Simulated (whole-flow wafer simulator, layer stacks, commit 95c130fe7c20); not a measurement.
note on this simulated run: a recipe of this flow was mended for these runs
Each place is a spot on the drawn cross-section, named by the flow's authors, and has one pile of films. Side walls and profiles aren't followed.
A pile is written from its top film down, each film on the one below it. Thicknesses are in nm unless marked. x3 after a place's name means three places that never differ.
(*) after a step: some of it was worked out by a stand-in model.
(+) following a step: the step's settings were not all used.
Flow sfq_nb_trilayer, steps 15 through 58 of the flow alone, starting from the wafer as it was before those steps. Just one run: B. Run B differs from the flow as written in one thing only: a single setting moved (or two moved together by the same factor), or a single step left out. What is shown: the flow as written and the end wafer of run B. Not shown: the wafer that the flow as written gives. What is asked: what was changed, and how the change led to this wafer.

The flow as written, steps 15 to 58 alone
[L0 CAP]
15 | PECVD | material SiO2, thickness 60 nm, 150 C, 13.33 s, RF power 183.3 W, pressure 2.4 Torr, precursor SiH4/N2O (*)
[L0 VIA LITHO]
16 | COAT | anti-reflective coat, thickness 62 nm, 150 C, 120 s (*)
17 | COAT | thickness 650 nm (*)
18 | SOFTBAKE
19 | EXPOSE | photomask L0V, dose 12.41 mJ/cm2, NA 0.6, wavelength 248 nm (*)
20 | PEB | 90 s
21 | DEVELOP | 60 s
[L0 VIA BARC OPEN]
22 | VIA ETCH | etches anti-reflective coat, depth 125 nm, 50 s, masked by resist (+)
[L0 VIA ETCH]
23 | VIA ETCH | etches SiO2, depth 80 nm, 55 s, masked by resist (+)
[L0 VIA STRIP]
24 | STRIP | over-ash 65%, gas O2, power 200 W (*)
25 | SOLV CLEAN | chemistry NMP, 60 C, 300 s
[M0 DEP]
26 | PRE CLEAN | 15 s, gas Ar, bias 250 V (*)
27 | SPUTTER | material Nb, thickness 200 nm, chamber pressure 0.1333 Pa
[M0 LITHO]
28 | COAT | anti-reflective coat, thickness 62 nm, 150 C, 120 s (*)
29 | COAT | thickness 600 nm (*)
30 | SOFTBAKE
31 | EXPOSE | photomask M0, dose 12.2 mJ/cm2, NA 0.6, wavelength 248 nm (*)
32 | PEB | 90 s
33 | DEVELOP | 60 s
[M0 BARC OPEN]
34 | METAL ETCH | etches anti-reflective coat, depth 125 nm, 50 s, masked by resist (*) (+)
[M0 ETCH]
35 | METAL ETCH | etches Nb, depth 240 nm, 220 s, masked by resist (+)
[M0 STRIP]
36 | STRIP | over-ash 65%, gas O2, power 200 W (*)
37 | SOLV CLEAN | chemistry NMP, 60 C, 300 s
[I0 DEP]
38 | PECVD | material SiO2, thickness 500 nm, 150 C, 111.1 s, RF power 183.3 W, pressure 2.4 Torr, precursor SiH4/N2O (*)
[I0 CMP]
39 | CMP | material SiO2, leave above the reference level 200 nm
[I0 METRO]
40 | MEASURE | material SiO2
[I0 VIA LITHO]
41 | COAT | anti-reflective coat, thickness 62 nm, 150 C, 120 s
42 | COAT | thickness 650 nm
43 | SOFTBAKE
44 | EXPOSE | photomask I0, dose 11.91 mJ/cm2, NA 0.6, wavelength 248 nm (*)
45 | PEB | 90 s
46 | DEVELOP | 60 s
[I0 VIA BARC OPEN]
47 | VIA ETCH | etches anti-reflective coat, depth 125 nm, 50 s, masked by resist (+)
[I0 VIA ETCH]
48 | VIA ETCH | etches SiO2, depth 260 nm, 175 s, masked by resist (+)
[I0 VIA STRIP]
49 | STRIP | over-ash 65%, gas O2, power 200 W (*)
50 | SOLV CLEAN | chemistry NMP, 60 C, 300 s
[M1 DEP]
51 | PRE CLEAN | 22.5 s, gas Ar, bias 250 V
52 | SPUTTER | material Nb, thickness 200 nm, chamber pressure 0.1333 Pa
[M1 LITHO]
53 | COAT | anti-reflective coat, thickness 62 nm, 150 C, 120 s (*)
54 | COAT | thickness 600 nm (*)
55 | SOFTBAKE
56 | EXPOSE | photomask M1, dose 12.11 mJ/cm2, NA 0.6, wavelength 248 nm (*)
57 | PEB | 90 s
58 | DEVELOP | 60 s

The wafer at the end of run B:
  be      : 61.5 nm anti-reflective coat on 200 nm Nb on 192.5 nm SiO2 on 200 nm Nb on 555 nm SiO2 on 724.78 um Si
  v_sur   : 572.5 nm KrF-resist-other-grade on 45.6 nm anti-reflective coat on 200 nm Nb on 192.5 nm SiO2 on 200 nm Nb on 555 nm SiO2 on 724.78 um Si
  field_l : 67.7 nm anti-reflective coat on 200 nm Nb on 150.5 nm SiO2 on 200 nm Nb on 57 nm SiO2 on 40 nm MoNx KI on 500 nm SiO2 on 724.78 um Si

The reason: step 15, PECVD: pressure 2.27 Torr was run, though the flow has pressure 2.4 Torr.

How this came from the change, step by step:
  15 | PECVD | material SiO2, thickness 60 nm, 150 C, 13.33 s, RF power 183.3 W, pressure 2.4 Torr, precursor SiH4/N2O (*)
      v_sur, via_wl, via_w and 97 more: +62 SiO2 (it would be, as written: +60 SiO2)
      field_l, l0_sur, l0v, l0r_line_l, l0r_line_c, l0r_line_r: +62 SiO2 (new film) (it would be, as written: +60 SiO2 (new film))
  23 | VIA ETCH | etches SiO2, depth 80 nm, 55 s, masked by resist (+)
      l0v: -61.7 SiO2 (all of it), -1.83 MoNx KI (it would be, as written: -59.7 SiO2 (all of it), -2.03 MoNx KI)
  28 | COAT | anti-reflective coat, thickness 62 nm, 150 C, 120 s (*)
      l0_sur: +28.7 anti-reflective coat (new film) (it would be, as written: +29.3 anti-reflective coat (new film))
  36 | STRIP | over-ash 65%, gas O2, power 200 W (*)
      l0_sur: -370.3 KrF-resist-other-grade (all of it), -28.7 anti-reflective coat (all of it) (it would be, as written: -370 KrF-resist-other-grade (all of it), -29.3 anti-reflective coat (all of it))
